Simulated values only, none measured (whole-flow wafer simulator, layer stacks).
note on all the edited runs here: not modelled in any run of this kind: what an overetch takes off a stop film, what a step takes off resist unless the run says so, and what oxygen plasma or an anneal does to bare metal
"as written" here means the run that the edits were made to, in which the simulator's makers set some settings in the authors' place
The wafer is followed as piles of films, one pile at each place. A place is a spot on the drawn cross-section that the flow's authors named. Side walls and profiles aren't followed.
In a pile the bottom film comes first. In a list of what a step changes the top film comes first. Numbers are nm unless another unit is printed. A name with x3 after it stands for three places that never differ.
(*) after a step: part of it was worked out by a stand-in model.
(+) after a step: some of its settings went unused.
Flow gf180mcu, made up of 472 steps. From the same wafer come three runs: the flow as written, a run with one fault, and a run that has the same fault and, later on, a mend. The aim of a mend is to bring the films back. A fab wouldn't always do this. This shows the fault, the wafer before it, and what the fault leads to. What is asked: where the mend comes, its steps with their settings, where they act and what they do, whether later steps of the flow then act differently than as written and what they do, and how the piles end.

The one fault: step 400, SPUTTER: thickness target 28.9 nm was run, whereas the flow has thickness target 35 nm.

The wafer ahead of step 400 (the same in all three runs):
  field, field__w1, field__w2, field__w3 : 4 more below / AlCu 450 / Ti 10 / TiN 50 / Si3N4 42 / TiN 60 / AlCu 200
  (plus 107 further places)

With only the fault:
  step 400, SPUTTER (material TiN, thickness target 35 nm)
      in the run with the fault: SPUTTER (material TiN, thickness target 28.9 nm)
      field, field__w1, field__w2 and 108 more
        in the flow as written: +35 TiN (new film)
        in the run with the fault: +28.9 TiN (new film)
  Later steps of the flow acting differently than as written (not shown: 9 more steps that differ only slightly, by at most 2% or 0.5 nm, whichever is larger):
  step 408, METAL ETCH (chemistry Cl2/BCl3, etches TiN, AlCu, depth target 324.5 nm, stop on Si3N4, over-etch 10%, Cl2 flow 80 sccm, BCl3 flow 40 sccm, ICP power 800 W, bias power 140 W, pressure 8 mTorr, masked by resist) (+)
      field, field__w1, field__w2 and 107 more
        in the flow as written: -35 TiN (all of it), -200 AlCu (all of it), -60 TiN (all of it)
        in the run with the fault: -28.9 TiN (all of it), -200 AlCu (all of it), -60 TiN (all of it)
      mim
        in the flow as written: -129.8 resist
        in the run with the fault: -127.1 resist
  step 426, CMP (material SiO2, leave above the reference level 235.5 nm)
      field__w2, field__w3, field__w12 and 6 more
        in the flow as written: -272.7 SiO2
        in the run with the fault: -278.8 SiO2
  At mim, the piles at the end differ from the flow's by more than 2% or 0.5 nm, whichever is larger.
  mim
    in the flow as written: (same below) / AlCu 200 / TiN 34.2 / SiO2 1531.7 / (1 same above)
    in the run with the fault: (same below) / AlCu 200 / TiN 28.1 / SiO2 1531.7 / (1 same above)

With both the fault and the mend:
  The mend stands after step 407.
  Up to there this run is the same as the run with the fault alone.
  step 407a, STRIP (chemistry O2/N2, power 2160 W, pressure 1700 mTorr) (*)
      mim
        -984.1 resist (all of it)
  step 407b, SPUTTER (material TiN, thickness target 6.1 nm) (the flow's step 400, run once more with other settings)
      field, field__w1, field__w2 and 108 more
        +6.1 TiN
  step 407c, HMDS (120 C, 60 s) (the flow's step 402, run once more)
      leaves every film unchanged at each place that is followed
  step 407d, COAT (resist, thickness 1000 nm) (the flow's step 403, run once more)
      field, field__w1, field__w2 and 108 more
        +1000 resist (new film)
  step 407e, SOFTBAKE (resist) (the flow's step 404, run once more)
      leaves every film unchanged at each place that is followed
  step 407f, EXPOSE (photomask FuseTop) (the flow's step 405, run once more)
      leaves every film unchanged at each place that is followed
  step 407g, PEB (resist, 70.3 s) (the flow's step 406, run once more)
      field, field__w1, field__w2 and 108 more
        -15.9 resist
  step 407h, DEVELOP (thickness 1000 nm, 60 s) (the flow's step 407, run once more)
      field, field__w1, field__w2 and 107 more
        -984.1 resist (all of it)
  None of the later steps of the flow acts differently than as written at any place that is followed.
  By the end, the piles equal the flow's at every place that both follow.
